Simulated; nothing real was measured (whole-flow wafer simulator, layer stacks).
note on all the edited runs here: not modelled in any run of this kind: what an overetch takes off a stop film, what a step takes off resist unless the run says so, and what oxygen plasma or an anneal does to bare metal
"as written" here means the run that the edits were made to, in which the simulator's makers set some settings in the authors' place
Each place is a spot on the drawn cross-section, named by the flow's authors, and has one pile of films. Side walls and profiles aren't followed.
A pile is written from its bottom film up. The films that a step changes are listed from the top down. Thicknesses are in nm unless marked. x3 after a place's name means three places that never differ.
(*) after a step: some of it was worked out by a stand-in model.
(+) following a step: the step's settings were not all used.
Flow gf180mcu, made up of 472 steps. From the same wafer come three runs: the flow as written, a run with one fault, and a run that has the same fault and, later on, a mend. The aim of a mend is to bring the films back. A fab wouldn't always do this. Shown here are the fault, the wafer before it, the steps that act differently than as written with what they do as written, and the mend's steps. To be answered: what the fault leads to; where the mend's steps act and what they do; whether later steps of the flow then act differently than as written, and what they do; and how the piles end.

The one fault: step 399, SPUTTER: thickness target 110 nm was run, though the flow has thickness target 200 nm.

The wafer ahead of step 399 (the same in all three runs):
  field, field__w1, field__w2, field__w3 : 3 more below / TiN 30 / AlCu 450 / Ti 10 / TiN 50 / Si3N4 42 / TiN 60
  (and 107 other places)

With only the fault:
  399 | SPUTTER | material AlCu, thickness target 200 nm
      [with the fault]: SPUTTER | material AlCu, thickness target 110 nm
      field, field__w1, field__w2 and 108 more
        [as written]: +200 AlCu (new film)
        [with the fault]: +110 AlCu (new film)
  Steps further on in the flow that do not act as written (3 more steps, not shown, differ only slightly: by at most 2% or 0.5 nm, whichever is larger):
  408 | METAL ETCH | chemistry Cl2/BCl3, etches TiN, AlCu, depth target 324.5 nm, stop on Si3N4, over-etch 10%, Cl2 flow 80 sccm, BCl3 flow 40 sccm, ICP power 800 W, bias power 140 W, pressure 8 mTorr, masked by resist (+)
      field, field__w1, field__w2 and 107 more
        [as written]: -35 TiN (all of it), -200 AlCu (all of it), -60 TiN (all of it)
        [with the fault]: -35 TiN (all of it), -110 AlCu (all of it), -60 TiN (all of it)
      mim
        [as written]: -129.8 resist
        [with the fault]: -90.2 resist
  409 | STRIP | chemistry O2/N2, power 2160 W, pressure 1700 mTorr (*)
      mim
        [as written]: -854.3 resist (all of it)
        [with the fault]: -893.9 resist (all of it)
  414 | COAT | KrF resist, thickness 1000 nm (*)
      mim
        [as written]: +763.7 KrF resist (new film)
        [with the fault]: +833.4 KrF resist (new film)
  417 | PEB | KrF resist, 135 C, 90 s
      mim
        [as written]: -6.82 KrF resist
        [with the fault]: -7.92 KrF resist
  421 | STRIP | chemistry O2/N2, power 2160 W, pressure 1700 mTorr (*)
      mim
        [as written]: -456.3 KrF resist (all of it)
        [with the fault]: -524.8 KrF resist (all of it)
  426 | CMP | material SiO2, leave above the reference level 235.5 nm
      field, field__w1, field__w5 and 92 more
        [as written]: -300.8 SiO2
        [with the fault]: -390.8 SiO2
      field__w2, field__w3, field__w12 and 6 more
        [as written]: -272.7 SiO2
        [with the fault]: -362.7 SiO2
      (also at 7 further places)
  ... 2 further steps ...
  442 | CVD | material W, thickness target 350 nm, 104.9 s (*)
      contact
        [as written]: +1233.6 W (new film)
        [with the fault]: +1142.9 W (new film)
  By the end, the piles at field__w4, field__w8, contact, m1, m1__w1, mim, mim_1p0, m1_nw depart from the flow's by more than 2% or 0.5 nm, whichever is larger.
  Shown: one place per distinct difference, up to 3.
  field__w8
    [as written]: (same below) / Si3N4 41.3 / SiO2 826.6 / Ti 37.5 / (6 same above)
    [with the fault]: (same below) / Si3N4 41.3 / SiO2 736.6 / Ti 37.5 / (6 same above)
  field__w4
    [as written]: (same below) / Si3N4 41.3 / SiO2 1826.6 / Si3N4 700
    [with the fault]: (same below) / Si3N4 41.3 / SiO2 1736.6 / Si3N4 700
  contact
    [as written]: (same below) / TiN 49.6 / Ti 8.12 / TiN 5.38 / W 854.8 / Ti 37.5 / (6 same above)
    [with the fault]: (same below) / TiN 49.6 / Ti 8.55 / TiN 5.67 / W 764.1 / Ti 37.5 / (6 same above)

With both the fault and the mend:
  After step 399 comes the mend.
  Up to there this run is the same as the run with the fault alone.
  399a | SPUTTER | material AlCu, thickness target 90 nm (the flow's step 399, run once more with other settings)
      field, field__w1, field__w2 and 108 more
        +90 AlCu
  None of the later steps of the flow acts differently than as written at any place that is followed.
  At every place that both follow, the piles at the end match the flow's.
